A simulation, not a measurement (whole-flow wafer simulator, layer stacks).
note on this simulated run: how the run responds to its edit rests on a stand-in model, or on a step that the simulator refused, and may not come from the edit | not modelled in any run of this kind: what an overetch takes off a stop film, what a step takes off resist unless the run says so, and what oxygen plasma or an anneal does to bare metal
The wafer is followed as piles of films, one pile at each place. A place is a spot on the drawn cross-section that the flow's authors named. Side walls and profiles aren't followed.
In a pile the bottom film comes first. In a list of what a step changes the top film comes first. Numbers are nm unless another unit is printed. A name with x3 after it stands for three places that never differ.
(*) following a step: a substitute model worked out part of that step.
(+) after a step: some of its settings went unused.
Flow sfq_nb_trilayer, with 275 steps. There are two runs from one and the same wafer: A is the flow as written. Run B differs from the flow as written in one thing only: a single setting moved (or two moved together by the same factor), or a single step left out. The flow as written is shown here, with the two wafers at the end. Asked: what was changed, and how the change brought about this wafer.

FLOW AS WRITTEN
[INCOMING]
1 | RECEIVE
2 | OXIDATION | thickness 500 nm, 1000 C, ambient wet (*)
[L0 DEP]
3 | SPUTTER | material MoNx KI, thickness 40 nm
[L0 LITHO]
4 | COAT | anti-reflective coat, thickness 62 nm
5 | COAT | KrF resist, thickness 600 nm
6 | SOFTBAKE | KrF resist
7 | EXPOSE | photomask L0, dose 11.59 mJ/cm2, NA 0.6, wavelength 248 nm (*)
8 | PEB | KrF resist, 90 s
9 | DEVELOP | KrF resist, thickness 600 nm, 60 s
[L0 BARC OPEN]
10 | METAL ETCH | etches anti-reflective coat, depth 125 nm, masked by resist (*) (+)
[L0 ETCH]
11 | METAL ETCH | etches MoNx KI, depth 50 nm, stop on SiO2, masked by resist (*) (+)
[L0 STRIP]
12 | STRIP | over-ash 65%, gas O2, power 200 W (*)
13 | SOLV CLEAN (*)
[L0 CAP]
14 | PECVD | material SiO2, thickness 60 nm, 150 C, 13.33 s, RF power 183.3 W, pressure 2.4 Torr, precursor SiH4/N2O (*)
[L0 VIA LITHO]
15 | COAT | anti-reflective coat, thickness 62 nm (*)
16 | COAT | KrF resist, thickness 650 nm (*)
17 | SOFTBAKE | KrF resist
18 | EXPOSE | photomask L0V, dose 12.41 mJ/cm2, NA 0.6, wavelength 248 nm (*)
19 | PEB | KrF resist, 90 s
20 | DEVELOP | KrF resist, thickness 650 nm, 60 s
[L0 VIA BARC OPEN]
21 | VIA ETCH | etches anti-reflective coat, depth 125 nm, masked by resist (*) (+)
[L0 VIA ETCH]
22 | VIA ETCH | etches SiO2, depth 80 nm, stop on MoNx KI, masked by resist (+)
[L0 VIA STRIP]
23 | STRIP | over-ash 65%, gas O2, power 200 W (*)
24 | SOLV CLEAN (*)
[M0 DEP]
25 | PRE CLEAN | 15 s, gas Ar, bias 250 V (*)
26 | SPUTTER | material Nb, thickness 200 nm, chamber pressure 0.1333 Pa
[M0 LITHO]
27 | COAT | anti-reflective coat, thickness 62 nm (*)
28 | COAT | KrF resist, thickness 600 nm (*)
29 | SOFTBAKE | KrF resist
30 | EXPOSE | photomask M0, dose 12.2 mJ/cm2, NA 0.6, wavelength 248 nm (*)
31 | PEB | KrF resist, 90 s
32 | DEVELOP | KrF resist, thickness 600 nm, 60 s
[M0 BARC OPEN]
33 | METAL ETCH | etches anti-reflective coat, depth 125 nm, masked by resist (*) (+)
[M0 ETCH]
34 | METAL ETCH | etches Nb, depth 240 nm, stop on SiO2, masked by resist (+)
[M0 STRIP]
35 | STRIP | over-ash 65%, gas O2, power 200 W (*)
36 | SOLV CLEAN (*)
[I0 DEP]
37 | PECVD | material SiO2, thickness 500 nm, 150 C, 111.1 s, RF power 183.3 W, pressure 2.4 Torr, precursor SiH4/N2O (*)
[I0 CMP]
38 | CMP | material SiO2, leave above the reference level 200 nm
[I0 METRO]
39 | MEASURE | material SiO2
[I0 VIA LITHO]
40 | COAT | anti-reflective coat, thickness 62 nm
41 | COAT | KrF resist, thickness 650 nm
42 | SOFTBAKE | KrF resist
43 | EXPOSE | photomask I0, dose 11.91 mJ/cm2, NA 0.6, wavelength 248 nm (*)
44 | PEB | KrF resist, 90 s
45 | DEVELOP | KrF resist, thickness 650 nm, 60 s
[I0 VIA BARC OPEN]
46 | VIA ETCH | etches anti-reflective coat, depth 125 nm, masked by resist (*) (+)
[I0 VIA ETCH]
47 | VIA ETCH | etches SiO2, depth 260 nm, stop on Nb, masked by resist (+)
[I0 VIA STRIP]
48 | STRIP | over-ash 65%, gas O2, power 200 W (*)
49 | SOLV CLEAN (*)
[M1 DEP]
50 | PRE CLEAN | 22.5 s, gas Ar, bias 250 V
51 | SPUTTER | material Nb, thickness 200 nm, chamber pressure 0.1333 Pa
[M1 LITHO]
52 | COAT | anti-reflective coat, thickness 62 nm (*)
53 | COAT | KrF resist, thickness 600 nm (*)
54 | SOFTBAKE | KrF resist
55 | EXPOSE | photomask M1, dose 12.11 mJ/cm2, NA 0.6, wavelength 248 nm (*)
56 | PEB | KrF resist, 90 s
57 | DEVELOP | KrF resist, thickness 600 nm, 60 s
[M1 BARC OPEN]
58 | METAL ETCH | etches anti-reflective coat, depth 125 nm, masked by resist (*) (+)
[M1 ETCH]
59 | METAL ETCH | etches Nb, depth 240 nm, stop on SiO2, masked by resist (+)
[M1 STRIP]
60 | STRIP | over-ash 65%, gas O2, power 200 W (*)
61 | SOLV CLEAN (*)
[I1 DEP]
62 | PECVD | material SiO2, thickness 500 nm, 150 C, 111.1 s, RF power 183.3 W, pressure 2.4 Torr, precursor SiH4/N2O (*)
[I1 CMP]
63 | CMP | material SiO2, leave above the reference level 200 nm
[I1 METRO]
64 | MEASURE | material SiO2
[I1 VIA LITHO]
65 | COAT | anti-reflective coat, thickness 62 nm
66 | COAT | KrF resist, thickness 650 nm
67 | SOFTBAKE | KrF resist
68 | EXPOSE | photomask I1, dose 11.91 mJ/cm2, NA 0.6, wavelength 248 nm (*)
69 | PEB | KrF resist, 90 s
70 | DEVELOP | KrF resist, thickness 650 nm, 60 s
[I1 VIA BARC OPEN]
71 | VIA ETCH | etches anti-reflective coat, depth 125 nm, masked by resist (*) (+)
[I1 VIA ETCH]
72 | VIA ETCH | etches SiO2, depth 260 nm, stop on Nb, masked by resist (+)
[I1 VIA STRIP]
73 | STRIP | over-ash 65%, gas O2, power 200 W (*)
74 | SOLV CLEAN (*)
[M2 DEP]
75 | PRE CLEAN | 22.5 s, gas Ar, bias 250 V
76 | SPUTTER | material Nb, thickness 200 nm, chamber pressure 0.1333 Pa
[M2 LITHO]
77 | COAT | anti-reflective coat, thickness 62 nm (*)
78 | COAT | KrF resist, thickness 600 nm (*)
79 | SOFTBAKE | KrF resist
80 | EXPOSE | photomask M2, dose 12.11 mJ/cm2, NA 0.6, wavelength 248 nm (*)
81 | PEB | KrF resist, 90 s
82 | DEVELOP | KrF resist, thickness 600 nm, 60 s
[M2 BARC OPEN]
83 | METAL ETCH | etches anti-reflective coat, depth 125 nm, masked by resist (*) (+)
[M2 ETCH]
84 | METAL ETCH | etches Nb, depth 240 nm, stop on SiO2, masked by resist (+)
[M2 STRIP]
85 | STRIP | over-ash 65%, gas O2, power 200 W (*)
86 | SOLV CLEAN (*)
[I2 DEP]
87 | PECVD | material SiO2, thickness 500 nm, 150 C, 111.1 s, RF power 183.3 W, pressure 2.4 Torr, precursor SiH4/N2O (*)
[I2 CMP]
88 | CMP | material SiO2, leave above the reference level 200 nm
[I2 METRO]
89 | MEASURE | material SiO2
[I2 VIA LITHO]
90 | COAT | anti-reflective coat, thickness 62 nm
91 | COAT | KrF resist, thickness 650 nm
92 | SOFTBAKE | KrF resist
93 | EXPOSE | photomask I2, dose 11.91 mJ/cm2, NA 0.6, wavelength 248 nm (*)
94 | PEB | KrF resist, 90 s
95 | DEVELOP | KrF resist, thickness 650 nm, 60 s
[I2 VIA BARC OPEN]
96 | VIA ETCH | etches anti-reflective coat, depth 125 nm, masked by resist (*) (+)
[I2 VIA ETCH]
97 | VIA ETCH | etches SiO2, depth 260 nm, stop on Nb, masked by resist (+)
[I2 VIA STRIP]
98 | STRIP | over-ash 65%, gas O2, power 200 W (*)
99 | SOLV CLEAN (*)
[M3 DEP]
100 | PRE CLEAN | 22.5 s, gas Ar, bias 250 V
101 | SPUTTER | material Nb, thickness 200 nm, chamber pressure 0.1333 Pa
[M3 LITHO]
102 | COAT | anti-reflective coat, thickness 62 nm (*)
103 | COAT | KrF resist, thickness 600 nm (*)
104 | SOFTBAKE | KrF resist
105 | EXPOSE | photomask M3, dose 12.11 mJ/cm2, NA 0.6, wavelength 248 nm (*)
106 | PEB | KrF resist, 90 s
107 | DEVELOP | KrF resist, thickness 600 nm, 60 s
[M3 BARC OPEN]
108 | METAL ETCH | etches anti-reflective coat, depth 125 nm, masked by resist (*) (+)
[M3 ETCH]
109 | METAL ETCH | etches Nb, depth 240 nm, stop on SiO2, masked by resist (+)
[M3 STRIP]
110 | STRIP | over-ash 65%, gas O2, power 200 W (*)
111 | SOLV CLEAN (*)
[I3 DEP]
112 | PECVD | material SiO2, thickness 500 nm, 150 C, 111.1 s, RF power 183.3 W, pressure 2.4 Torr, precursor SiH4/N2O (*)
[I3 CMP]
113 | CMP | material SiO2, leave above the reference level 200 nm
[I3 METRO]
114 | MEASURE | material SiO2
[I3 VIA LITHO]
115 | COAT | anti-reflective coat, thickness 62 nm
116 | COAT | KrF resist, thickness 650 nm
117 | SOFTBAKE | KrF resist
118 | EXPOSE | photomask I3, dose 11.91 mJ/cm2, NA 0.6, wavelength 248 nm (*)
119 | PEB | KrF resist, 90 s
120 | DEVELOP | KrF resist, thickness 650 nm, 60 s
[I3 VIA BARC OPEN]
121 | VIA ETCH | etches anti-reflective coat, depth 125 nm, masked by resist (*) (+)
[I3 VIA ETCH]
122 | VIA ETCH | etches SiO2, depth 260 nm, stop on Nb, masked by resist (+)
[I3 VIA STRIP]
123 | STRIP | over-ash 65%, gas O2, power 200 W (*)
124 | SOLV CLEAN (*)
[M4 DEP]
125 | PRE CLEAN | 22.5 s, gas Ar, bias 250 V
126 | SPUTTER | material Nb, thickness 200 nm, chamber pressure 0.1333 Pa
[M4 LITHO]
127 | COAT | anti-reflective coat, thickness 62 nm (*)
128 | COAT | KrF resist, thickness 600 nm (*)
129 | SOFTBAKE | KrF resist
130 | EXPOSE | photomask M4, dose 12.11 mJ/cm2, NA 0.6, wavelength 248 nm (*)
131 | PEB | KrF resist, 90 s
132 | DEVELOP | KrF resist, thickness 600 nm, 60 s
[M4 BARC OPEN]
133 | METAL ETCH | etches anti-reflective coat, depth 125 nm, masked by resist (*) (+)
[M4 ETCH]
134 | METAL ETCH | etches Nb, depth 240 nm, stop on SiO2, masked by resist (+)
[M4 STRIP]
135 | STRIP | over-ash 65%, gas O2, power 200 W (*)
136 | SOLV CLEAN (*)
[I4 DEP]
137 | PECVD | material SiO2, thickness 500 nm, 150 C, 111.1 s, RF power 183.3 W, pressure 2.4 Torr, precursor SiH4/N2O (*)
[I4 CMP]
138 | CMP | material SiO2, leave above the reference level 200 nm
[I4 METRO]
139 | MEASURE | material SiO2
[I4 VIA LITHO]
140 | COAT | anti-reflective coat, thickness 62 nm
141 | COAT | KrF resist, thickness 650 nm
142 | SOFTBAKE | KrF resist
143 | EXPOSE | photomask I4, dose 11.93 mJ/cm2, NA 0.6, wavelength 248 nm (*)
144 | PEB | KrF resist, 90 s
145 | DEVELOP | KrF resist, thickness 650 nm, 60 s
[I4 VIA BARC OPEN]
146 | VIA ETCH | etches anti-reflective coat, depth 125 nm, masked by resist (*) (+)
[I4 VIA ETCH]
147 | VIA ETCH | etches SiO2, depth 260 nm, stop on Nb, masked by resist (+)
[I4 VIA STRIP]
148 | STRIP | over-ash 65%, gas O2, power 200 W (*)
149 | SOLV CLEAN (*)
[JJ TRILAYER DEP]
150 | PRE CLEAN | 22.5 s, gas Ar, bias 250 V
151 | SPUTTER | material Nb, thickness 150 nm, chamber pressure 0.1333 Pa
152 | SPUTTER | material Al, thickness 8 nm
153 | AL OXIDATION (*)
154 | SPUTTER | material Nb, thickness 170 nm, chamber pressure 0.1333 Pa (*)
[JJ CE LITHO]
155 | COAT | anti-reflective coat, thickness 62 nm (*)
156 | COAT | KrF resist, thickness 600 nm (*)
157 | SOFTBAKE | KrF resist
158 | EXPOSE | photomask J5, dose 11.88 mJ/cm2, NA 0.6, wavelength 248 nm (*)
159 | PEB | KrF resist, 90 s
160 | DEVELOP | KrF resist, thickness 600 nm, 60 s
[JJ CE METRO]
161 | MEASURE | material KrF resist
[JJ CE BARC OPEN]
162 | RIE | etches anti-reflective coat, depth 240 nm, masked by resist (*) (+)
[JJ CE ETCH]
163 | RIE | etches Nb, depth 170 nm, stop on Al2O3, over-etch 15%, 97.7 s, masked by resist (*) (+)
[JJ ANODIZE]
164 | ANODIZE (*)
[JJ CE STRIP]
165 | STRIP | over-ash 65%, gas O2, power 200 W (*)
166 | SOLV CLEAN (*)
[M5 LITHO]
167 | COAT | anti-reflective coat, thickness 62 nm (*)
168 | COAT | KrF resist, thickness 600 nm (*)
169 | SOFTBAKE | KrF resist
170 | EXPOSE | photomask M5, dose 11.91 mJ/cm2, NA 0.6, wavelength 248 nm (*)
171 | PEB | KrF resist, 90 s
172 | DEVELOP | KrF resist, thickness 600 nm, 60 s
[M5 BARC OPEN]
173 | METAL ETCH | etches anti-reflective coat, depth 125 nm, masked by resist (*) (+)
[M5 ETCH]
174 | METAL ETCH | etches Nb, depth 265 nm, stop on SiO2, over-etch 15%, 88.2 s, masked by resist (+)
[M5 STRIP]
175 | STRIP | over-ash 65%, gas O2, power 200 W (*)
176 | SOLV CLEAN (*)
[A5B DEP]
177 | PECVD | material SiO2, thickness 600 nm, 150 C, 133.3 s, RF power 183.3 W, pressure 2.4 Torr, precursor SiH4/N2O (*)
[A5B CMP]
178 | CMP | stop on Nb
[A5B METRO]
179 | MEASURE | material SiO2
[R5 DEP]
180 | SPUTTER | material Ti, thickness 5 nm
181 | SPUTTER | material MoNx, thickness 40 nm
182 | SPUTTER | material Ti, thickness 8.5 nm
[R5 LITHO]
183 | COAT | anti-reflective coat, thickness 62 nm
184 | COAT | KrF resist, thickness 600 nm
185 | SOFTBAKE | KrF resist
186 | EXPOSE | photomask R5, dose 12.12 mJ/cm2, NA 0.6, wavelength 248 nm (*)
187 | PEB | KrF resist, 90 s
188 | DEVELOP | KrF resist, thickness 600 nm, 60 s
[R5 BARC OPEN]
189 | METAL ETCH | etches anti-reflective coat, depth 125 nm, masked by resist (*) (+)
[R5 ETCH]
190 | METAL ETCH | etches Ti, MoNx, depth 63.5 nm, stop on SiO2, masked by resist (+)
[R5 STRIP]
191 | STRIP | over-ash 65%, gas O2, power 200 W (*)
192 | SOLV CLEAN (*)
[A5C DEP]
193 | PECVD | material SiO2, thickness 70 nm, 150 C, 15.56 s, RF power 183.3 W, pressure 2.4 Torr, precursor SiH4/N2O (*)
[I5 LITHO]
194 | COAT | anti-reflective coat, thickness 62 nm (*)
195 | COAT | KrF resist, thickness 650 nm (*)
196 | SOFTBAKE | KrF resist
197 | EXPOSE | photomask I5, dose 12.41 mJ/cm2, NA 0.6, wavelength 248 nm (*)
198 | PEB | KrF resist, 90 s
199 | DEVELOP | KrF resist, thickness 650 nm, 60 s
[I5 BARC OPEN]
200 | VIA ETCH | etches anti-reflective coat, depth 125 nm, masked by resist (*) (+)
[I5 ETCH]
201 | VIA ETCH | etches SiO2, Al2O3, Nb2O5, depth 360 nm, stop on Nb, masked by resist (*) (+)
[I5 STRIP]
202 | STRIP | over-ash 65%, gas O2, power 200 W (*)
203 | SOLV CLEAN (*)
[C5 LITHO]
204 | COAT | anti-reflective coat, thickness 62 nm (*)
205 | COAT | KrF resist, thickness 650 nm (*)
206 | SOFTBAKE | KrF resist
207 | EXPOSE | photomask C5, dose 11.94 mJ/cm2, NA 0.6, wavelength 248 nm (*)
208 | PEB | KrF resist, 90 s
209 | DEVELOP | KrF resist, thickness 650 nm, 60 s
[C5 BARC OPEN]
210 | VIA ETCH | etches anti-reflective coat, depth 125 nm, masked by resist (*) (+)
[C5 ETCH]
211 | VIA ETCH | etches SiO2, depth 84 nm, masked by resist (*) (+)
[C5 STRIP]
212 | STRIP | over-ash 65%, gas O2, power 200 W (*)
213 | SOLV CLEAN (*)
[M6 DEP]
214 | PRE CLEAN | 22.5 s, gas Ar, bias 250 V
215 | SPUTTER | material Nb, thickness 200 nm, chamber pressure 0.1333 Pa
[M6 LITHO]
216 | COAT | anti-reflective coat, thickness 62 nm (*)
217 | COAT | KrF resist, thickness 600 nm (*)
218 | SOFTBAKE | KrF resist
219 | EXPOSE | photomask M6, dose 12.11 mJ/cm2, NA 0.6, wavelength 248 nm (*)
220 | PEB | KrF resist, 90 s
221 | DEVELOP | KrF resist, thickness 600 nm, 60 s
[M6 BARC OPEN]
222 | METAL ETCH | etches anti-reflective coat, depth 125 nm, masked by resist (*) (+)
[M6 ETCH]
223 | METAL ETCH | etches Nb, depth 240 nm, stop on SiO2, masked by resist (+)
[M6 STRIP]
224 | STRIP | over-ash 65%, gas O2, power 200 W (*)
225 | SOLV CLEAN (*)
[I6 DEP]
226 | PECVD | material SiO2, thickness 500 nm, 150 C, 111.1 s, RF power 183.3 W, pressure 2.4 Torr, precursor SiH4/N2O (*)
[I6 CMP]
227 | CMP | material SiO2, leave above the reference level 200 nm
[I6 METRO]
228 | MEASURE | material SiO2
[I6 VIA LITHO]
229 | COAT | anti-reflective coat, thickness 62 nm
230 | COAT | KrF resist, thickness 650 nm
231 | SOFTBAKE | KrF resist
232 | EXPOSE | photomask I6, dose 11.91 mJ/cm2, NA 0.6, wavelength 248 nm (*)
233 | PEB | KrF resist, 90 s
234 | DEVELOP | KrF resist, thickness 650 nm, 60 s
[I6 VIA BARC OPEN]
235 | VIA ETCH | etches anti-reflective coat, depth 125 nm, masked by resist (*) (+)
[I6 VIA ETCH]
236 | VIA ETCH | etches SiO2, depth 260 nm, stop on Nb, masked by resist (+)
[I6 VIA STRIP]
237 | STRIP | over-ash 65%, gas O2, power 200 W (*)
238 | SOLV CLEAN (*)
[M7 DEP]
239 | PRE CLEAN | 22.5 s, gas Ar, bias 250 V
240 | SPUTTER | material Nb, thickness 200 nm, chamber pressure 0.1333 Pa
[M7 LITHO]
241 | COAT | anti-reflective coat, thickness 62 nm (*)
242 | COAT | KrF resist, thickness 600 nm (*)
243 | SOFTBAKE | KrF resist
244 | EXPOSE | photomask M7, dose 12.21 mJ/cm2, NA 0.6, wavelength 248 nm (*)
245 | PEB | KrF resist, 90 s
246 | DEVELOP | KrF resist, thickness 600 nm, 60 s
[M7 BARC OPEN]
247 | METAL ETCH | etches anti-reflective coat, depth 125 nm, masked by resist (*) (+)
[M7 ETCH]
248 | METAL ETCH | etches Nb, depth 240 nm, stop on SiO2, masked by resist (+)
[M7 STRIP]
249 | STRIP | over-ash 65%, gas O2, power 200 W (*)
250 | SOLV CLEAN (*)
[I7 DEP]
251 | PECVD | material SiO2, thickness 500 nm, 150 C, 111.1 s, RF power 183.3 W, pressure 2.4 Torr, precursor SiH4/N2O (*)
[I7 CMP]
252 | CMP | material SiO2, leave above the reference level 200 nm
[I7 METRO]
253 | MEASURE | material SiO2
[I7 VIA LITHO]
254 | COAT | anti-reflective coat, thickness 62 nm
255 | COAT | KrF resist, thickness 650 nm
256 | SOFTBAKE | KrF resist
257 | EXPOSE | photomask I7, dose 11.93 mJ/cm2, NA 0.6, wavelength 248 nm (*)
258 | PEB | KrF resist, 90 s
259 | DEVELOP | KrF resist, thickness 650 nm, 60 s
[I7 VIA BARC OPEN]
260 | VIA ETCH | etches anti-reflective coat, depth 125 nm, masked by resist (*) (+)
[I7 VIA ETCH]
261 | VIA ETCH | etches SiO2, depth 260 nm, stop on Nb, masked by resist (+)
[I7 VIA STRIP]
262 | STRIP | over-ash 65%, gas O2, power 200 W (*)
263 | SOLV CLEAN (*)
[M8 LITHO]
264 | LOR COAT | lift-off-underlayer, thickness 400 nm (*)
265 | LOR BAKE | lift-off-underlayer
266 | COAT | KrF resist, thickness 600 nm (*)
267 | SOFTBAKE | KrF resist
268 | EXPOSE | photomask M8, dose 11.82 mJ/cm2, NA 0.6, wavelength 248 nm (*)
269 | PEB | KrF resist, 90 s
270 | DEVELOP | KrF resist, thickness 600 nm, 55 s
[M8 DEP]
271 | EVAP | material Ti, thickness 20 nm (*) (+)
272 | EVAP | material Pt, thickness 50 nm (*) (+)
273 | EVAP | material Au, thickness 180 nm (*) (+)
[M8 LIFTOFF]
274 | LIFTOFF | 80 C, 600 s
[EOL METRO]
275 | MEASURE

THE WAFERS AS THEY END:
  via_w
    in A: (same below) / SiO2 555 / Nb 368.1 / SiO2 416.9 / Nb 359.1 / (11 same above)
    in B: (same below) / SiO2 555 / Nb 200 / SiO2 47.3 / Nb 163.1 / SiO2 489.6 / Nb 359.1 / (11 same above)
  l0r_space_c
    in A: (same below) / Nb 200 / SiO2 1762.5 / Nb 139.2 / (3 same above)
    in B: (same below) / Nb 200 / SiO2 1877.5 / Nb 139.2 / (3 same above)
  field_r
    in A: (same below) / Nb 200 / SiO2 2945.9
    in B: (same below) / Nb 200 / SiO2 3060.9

The reason: step 38, CMP: leave above the reference level 315 nm was run, whereas the flow has leave above the reference level 200 nm.

How this came from the change, step by step:
  38 | CMP | material SiO2, leave above the reference level 200 nm
      v_sur, via_wl, via_w and 94 more: A SiO2 loses 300 | B SiO2 loses 185
      field_l, l0_sur, l0r_line_l, l0r_line_c, l0r_line_r: A SiO2 loses 340 | B SiO2 loses 225
      (and at 4 other places as well)
  47 | VIA ETCH | etches SiO2, depth 260 nm, stop on Nb, masked by resist (+)
      via_w: A SiO2 loses 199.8 (all of it) | B SiO2 loses 260
  50 | PRE CLEAN | 22.5 s, gas Ar, bias 250 V
      via_w: A Nb loses 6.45 | B SiO2 loses 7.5
  51 | SPUTTER | material Nb, thickness 200 nm, chamber pressure 0.1333 Pa
      via_w: A Nb gains 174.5 | B Nb gains 163.1 (new film)
  52 | COAT | anti-reflective coat, thickness 62 nm (*)
      via_w: A anti-reflective coat gains 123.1 (new film) | B anti-reflective coat gains 136.1 (new film)
      via_wr: A anti-reflective coat gains 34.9 (new film) | B anti-reflective coat gains 33.2 (new film)
  53 | COAT | KrF resist, thickness 600 nm (*)
      via_w: A KrF resist gains 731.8 (new film) | B KrF resist gains 781.6 (new film)
  60 | STRIP | over-ash 65%, gas O2, power 200 W (*)
      via_w: A KrF resist loses 513.8 (all of it), anti-reflective coat loses 123.1 (all of it) | B KrF resist loses 563.6 (all of it), anti-reflective coat loses 136.1 (all of it)
      via_wr: A KrF resist loses 384.4 (all of it), anti-reflective coat loses 34.9 (all of it) | B KrF resist loses 378.6 (all of it), anti-reflective coat loses 33.2 (all of it)
  62 | PECVD | material SiO2, thickness 500 nm, 150 C, 111.1 s, RF power 183.3 W, pressure 2.4 Torr, precursor SiH4/N2O (*)
      via_w: A SiO2 gains 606 (new film) | B SiO2 gains 678.7 (new film)
Taking metal films that touch as one body, via_w has 6 bodies (between them, from the top down: SiO2 192.5; SiO2 427.3 / Al2O3 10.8 / Nb2O5 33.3; SiO2 425.9; SiO2 489.6; SiO2 47.3); the flow as written gives 5 bodies (between them, from the top down: SiO2 192.5; SiO2 427.3 / Al2O3 10.8 / Nb2O5 33.3; SiO2 425.9; SiO2 416.9).
